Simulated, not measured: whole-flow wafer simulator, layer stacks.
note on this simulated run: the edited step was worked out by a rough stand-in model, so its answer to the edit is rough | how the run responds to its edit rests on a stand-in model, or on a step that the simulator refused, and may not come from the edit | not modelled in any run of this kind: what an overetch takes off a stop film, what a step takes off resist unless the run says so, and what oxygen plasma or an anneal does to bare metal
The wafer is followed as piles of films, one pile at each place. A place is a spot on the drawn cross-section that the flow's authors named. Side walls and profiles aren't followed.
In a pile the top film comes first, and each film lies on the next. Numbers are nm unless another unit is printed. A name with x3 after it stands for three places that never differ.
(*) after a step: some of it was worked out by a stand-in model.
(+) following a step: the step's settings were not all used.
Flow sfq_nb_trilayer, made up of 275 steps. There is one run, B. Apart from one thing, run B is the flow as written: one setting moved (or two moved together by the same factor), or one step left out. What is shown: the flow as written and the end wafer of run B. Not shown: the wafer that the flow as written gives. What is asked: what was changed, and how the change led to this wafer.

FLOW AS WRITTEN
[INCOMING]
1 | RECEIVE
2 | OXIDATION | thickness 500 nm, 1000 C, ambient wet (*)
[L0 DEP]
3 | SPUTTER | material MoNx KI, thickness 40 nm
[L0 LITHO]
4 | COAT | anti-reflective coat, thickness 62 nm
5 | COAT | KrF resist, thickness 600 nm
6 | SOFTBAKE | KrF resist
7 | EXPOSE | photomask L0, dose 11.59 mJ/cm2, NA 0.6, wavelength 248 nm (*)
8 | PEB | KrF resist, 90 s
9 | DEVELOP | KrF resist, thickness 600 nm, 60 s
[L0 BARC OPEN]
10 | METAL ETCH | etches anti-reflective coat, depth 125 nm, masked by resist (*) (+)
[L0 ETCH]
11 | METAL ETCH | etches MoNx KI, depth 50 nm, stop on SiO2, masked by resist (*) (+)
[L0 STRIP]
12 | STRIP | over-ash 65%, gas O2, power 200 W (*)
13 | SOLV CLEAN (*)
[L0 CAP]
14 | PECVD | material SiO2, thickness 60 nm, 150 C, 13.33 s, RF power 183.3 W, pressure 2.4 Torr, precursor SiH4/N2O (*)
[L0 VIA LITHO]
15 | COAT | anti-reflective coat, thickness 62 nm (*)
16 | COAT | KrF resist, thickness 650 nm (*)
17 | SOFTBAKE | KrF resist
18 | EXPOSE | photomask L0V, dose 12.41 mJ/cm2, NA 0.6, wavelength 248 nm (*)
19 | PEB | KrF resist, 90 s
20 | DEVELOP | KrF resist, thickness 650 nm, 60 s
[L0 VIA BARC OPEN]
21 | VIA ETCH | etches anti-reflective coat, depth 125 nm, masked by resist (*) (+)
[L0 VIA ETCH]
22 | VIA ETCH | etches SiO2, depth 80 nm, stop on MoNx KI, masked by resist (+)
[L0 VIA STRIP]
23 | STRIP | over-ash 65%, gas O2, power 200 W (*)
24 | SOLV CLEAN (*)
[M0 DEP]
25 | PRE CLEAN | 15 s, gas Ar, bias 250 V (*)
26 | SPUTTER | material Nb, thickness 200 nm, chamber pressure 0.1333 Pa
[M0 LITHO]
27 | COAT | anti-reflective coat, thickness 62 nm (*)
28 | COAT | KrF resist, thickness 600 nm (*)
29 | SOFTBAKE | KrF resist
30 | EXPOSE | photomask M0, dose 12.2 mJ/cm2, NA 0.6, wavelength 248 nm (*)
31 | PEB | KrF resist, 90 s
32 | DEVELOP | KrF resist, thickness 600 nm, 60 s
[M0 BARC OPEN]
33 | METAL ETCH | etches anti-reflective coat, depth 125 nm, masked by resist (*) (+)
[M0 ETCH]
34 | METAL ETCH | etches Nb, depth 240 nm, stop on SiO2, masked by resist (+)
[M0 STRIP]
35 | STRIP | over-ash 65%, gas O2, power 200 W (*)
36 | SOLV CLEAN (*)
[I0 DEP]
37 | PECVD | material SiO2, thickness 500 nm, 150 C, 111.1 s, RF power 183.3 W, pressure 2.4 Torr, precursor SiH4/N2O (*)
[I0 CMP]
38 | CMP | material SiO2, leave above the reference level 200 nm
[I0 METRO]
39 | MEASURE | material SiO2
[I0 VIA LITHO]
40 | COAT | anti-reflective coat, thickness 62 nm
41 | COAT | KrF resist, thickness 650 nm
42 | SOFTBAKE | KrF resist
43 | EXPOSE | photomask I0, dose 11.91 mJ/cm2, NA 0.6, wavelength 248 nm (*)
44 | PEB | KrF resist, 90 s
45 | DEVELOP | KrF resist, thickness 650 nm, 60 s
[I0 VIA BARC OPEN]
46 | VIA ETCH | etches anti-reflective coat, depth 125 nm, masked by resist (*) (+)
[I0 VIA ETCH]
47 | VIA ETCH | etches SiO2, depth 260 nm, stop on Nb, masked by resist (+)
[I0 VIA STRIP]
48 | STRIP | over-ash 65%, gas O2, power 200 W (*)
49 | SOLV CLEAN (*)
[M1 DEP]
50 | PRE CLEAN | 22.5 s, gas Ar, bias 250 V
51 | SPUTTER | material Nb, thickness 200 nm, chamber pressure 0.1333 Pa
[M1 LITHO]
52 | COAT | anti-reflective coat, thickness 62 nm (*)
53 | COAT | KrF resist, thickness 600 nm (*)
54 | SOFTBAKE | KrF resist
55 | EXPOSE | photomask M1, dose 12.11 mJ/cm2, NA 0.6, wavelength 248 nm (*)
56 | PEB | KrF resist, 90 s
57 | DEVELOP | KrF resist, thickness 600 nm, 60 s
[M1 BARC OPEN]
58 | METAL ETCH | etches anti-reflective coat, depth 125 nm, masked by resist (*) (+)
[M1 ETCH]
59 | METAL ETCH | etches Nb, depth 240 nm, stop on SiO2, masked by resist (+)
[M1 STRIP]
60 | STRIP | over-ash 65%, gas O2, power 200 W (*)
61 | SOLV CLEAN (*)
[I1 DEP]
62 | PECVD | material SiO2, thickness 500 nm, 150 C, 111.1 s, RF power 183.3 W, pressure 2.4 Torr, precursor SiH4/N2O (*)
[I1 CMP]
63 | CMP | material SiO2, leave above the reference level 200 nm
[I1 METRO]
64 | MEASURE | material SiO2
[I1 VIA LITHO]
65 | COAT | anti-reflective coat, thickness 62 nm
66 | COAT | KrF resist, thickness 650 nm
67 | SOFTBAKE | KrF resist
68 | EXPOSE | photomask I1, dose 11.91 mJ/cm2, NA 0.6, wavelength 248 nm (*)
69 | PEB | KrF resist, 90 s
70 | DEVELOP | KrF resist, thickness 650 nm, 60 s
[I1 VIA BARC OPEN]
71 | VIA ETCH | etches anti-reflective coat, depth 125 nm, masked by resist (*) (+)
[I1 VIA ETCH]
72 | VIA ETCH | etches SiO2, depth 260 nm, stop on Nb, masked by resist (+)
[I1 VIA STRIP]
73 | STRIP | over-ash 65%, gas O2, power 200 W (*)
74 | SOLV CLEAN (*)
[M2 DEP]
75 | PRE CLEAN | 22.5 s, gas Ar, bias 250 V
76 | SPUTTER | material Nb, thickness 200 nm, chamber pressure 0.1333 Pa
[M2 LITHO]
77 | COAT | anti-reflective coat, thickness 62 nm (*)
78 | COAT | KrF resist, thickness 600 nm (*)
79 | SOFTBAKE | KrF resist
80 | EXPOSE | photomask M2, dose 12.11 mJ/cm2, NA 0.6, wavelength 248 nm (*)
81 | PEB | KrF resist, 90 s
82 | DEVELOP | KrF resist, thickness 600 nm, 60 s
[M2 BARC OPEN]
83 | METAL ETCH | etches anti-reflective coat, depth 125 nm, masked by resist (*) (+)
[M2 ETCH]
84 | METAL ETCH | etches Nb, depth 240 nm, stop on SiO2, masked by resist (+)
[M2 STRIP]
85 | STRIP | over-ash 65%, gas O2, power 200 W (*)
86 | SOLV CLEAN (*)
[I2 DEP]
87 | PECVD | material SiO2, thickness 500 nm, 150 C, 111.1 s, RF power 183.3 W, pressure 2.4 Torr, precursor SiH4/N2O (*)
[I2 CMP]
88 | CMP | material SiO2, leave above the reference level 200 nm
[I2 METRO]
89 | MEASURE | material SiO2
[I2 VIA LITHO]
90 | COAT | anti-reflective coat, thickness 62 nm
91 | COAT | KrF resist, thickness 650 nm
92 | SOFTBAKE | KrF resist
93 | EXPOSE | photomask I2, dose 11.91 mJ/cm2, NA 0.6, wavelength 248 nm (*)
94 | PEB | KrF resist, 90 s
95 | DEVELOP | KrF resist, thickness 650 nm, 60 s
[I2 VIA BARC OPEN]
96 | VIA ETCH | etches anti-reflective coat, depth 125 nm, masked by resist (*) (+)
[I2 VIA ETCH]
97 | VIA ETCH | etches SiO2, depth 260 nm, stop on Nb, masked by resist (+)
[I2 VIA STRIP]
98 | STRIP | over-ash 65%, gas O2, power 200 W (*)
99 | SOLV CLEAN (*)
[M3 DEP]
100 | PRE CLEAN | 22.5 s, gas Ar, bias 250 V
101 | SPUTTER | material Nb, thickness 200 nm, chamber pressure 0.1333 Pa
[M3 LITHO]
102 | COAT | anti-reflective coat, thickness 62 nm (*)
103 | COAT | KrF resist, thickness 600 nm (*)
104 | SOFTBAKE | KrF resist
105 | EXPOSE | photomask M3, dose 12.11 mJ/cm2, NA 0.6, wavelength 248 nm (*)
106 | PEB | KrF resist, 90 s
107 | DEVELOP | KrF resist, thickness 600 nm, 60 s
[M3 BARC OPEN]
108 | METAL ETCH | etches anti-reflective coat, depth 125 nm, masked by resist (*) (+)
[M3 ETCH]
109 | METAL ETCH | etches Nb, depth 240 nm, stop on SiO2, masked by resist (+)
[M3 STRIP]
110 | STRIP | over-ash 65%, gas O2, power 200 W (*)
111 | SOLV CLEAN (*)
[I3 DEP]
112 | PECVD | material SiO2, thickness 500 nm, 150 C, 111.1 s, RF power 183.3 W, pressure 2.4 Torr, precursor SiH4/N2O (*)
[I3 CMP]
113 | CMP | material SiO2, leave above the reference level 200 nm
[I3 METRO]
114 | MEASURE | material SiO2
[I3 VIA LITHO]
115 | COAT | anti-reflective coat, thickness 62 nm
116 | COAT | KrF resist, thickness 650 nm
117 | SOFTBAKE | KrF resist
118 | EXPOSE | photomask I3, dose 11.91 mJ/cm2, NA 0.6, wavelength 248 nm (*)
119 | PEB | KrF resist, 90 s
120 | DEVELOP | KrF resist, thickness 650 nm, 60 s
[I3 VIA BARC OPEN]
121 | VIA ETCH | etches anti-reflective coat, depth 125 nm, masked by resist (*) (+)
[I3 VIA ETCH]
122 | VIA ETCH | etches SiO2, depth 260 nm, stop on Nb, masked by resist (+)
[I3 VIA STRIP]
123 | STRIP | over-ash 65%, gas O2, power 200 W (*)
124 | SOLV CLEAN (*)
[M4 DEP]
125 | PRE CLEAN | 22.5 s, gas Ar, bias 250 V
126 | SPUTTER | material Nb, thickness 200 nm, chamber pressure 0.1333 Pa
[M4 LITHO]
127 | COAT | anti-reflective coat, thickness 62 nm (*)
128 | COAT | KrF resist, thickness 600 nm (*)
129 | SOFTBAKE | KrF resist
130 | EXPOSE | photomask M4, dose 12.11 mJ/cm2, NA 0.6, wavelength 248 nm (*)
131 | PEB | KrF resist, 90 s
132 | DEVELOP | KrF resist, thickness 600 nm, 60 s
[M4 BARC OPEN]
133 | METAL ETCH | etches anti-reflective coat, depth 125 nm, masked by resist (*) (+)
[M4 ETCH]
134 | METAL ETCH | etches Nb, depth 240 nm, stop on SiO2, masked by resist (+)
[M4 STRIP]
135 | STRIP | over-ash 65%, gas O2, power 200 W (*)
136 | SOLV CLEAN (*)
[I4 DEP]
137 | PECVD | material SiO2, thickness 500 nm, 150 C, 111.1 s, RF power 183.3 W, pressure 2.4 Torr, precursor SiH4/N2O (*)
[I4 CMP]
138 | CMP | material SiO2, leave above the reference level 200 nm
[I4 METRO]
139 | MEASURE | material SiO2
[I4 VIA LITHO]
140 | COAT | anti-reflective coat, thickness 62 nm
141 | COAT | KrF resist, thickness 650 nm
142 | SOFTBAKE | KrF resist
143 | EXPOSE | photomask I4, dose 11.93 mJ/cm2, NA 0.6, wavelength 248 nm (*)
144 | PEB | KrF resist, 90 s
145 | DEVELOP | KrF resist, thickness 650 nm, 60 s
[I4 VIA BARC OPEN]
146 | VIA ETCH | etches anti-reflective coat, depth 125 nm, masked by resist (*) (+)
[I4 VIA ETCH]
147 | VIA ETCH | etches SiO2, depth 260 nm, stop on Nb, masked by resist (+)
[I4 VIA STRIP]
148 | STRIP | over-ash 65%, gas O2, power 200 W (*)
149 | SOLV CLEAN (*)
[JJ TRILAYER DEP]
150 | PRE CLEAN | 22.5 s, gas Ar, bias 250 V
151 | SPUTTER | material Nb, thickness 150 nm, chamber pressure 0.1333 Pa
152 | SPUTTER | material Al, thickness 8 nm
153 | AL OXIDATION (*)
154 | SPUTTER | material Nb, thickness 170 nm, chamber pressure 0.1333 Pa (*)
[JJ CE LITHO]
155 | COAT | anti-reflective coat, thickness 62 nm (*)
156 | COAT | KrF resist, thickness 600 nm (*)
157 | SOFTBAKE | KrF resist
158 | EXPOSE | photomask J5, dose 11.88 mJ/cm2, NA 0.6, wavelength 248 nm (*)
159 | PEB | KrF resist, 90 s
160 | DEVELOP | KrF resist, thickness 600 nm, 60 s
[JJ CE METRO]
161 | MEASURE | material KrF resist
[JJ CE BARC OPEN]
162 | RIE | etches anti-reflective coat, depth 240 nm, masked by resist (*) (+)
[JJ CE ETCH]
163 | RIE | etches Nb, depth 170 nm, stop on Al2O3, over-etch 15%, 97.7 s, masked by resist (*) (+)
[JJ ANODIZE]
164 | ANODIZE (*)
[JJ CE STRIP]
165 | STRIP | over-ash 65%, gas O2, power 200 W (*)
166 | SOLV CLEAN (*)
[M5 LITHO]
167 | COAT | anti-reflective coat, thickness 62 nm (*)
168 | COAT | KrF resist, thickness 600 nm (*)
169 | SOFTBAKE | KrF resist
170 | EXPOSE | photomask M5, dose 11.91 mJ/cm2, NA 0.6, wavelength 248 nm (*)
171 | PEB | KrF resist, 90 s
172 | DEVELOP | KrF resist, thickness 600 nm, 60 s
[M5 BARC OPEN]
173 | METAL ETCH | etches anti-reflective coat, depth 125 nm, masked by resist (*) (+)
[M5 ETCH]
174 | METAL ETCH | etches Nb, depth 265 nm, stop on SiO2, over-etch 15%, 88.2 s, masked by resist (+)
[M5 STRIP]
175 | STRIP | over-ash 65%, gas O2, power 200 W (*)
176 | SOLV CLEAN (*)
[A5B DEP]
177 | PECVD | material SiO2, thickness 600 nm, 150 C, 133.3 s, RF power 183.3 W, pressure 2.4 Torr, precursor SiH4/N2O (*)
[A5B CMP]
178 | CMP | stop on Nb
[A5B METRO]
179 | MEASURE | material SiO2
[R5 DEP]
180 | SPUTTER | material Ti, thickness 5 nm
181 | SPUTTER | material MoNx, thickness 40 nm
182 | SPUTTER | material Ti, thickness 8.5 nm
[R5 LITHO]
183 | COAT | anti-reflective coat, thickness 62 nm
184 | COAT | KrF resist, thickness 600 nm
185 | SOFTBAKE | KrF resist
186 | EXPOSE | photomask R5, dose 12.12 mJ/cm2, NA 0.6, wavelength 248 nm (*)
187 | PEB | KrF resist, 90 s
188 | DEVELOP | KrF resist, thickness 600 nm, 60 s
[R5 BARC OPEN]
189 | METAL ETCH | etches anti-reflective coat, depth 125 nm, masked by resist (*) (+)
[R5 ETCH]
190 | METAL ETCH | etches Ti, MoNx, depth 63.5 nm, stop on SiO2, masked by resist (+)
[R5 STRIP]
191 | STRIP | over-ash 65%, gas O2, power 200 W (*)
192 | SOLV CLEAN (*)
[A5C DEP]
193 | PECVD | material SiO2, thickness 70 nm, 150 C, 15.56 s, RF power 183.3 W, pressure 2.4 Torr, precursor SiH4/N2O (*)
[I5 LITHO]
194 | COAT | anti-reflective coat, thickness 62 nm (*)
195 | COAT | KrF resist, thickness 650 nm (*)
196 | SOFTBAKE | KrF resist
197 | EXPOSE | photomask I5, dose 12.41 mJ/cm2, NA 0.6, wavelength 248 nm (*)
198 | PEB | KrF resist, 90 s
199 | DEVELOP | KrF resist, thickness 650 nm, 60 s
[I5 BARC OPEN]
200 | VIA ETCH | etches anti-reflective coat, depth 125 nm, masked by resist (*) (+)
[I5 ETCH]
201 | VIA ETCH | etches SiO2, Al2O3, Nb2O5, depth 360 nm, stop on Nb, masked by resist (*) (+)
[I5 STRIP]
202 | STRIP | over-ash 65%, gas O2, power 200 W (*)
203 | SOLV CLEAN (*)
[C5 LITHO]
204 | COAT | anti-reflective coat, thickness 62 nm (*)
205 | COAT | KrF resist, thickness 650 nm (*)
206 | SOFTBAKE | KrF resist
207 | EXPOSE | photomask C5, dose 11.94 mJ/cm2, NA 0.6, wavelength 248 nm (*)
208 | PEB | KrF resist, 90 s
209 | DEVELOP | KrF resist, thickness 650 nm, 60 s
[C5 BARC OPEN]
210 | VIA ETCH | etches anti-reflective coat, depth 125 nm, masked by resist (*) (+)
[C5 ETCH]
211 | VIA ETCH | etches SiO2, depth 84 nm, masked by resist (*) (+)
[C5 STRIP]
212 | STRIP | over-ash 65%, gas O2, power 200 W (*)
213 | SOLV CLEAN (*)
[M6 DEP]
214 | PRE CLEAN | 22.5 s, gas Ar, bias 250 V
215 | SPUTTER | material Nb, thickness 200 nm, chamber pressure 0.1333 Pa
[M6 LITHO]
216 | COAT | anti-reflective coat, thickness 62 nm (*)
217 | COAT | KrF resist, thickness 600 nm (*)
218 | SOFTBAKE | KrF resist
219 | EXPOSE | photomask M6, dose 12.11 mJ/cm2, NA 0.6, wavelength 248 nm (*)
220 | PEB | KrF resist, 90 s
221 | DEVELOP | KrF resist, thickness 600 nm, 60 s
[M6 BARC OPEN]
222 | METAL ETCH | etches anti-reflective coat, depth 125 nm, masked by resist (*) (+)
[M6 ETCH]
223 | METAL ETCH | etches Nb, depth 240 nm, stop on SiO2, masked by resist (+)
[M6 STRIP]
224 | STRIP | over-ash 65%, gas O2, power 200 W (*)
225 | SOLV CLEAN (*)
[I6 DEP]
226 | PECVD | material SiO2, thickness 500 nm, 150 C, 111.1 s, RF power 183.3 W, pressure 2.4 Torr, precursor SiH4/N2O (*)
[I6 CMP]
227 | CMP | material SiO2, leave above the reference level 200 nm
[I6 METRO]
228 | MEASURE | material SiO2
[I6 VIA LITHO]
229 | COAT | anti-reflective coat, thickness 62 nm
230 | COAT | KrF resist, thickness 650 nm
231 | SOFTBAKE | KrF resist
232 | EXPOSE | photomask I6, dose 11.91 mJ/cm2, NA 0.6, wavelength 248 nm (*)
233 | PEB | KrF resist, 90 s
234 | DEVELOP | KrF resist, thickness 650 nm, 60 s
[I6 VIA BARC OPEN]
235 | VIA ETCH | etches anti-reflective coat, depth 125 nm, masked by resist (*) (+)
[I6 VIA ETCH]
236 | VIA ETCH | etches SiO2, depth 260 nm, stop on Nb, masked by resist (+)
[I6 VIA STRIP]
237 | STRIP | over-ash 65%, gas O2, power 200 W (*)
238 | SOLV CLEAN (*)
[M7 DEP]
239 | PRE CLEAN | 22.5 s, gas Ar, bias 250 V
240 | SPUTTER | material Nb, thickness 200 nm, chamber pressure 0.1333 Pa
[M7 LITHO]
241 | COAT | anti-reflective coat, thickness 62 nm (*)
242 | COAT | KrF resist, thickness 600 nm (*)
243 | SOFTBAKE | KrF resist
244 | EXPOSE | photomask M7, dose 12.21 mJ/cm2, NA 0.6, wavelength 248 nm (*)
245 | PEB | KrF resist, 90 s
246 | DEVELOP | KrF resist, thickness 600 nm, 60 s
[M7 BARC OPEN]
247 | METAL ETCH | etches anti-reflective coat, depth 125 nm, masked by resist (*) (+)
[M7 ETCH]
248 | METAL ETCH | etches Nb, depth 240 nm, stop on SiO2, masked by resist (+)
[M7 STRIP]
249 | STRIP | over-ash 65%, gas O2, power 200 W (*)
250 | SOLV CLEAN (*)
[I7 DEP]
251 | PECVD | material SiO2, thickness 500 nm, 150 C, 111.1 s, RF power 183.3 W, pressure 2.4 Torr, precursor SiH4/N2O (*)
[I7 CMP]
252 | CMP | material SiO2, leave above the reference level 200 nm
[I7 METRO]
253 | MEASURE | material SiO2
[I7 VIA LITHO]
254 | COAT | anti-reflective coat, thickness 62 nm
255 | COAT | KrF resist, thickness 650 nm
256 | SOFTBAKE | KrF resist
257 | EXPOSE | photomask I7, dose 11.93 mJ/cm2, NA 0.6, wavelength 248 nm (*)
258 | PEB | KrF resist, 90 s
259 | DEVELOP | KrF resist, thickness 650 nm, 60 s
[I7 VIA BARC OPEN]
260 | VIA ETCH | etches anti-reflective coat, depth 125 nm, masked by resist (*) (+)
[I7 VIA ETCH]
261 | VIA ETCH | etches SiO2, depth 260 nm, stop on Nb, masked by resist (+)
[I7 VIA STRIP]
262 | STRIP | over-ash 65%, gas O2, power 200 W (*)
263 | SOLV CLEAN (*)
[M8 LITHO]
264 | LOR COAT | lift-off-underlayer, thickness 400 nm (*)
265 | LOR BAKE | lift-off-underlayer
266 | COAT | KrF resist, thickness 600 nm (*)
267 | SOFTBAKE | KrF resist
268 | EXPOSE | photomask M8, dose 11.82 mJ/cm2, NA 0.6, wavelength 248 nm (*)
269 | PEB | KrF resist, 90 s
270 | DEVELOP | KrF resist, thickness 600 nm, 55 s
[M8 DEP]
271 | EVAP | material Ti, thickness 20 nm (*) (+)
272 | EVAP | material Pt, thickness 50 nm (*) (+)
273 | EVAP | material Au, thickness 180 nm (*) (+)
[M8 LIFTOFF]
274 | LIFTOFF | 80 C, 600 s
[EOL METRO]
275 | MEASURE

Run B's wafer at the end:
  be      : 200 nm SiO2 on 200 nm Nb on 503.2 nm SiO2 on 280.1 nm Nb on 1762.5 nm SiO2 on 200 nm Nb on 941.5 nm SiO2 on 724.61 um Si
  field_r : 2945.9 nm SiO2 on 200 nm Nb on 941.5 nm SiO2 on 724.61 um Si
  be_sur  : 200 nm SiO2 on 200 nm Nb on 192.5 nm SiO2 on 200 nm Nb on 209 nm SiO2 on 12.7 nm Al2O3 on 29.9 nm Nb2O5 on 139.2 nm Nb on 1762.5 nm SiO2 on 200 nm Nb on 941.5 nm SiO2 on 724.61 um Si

Cause: step 2, OXIDATION: 1125 C was run, though the flow has 1000 C.

The path from the change to this, step by step:
  2 | OXIDATION | thickness 500 nm, 1000 C, ambient wet (*)
      field_l, v_sur, via_wl and 103 more: +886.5 SiO2 (new film), -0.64 chemical SiO2 (all of it), -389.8 Si (in the flow as written it would be: +500 SiO2 (new film), -0.64 chemical SiO2 (all of it), -219.7 Si)
